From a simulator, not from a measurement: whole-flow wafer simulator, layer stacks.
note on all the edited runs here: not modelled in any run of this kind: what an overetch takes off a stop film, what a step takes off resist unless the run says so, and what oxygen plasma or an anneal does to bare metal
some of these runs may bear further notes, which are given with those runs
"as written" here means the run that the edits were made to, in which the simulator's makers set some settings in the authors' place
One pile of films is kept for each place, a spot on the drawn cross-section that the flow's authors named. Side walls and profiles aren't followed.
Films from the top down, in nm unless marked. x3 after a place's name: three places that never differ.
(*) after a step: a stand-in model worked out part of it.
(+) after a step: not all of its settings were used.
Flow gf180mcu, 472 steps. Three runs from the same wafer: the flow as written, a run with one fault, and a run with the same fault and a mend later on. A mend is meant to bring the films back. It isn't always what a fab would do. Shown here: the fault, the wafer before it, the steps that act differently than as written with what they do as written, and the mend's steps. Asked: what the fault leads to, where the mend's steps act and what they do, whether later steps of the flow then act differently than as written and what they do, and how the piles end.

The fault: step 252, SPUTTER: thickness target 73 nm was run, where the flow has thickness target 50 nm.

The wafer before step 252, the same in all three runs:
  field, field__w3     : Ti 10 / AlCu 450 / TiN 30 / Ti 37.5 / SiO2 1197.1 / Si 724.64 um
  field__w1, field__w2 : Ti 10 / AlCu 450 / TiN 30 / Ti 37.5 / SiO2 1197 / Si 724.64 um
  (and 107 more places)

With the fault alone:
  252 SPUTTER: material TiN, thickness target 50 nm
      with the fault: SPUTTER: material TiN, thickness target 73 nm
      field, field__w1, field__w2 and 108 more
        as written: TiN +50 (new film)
        with the fault: TiN +73 (new film)
  Later steps of the flow that act differently than as written (3 more steps differ only slightly, by at most 2% or 0.5 nm, whichever is larger, and aren't shown):
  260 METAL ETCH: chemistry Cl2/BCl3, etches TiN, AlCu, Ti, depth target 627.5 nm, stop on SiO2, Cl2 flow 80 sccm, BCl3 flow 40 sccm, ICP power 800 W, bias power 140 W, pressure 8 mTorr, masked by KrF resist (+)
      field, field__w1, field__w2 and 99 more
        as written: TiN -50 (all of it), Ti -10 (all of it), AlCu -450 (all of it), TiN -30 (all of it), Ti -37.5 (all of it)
        with the fault: TiN -73 (all of it), Ti -10 (all of it), AlCu -450 (all of it), TiN -30 (all of it), Ti -37.5 (all of it)
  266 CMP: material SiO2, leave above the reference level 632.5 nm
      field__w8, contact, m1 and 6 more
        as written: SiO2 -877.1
        with the fault: SiO2 -900.1
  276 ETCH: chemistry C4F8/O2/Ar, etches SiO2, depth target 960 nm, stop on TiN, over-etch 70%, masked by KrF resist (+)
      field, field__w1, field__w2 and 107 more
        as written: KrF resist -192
        with the fault: KrF resist -186.8
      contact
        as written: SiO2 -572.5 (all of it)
        with the fault: SiO2 -549.5 (all of it)
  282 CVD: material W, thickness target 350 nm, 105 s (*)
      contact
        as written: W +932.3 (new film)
        with the fault: W +909.1 (new film)
  At the end the piles differ from the flow's by more than 2% or 0.5 nm, whichever is larger, at field__w8, contact, m1 and 6 more.
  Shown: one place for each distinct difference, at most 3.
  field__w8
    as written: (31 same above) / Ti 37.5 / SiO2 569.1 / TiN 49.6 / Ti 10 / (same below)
    with the fault: (31 same above) / Ti 37.5 / SiO2 546.1 / TiN 72.6 / Ti 10 / (same below)
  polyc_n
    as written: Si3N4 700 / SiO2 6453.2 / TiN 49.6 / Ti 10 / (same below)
    with the fault: Si3N4 700 / SiO2 6430.2 / TiN 72.6 / Ti 10 / (same below)
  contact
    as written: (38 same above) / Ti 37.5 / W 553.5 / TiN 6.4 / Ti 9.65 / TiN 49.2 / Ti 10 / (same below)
    with the fault: (38 same above) / Ti 37.5 / W 530.3 / TiN 6.49 / Ti 9.78 / TiN 72.2 / Ti 10 / (same below)

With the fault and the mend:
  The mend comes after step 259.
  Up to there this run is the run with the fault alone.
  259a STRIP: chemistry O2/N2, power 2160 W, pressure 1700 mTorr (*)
      field__w8, contact, m1 and 6 more
        KrF resist -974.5 (all of it)
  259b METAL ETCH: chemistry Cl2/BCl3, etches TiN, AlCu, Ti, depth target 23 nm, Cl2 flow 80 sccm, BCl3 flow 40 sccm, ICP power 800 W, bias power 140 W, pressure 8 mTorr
      field, field__w1, field__w2 and 108 more
        TiN -23
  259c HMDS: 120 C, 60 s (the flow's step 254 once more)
      changes no film at any place that is followed
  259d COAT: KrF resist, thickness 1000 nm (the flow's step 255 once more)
      field, field__w1, field__w2 and 108 more
        KrF resist +1000 (new film)
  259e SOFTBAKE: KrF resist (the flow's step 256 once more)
      changes no film at any place that is followed
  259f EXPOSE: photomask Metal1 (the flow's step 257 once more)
      changes no film at any place that is followed
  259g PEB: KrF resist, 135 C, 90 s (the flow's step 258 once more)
      field, field__w1, field__w2 and 108 more
        KrF resist -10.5
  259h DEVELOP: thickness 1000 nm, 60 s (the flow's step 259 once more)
      field, field__w1, field__w2 and 99 more
        KrF resist -989.5 (all of it)
      field__w8, contact, m1 and 6 more
        KrF resist -14.9
  No later step of the flow acts differently than as written at any place that is followed.
  At the end the piles are the same as the flow's at every place that both follow.
